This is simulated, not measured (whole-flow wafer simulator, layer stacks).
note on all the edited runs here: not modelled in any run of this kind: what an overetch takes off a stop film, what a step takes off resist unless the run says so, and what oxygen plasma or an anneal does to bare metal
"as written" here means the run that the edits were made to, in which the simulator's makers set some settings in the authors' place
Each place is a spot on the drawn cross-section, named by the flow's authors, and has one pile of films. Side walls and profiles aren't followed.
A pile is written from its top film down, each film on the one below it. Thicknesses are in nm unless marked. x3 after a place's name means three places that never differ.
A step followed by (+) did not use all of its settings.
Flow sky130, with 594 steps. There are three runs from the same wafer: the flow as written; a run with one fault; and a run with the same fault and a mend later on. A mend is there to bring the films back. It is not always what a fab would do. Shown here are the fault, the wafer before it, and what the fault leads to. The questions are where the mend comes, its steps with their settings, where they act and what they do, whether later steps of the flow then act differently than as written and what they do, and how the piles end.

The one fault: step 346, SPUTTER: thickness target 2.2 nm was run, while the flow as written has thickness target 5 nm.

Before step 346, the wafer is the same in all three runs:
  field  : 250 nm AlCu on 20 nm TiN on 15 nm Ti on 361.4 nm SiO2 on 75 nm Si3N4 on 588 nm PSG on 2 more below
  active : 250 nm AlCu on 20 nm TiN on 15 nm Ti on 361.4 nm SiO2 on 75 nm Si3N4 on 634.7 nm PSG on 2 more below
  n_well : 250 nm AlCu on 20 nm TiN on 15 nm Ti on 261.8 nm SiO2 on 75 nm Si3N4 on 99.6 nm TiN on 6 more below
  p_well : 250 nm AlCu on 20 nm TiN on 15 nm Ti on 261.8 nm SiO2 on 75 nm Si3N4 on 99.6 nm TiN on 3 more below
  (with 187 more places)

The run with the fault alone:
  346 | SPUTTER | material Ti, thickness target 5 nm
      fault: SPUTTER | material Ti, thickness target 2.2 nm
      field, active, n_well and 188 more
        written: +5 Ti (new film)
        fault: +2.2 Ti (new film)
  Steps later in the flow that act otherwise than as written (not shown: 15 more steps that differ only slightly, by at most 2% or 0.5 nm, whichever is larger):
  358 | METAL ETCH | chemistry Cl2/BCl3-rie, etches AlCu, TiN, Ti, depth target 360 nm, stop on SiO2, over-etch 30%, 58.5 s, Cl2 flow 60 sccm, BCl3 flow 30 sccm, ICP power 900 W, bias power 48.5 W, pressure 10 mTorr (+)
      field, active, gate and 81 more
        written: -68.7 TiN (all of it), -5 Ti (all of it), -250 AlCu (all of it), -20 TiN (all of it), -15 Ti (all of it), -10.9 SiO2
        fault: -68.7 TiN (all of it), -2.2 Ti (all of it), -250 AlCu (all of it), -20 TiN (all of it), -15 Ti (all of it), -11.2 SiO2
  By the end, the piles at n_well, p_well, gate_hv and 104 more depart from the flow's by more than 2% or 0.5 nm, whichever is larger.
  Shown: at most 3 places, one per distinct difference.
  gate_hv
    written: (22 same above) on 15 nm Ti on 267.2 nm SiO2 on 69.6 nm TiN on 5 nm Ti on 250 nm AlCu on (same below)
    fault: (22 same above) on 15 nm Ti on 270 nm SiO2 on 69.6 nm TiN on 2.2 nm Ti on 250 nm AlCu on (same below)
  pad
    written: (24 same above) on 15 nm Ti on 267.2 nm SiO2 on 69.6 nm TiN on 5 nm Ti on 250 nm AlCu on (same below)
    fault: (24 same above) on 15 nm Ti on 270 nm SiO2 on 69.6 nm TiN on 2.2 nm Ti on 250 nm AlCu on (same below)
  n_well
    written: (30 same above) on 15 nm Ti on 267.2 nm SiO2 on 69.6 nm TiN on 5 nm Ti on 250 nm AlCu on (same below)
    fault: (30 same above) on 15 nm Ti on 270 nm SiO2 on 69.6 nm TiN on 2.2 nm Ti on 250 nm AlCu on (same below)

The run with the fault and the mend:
  The mend follows step 346.
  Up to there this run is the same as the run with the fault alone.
  346a | SPUTTER | material Ti, thickness target 2.8 nm (the flow's step 346, run once more with other settings)
      field, active, n_well and 188 more
        +2.8 Ti
  None of the later steps of the flow acts differently than as written at any place that is followed.
  At every place that both follow, the piles at the end match the flow's.
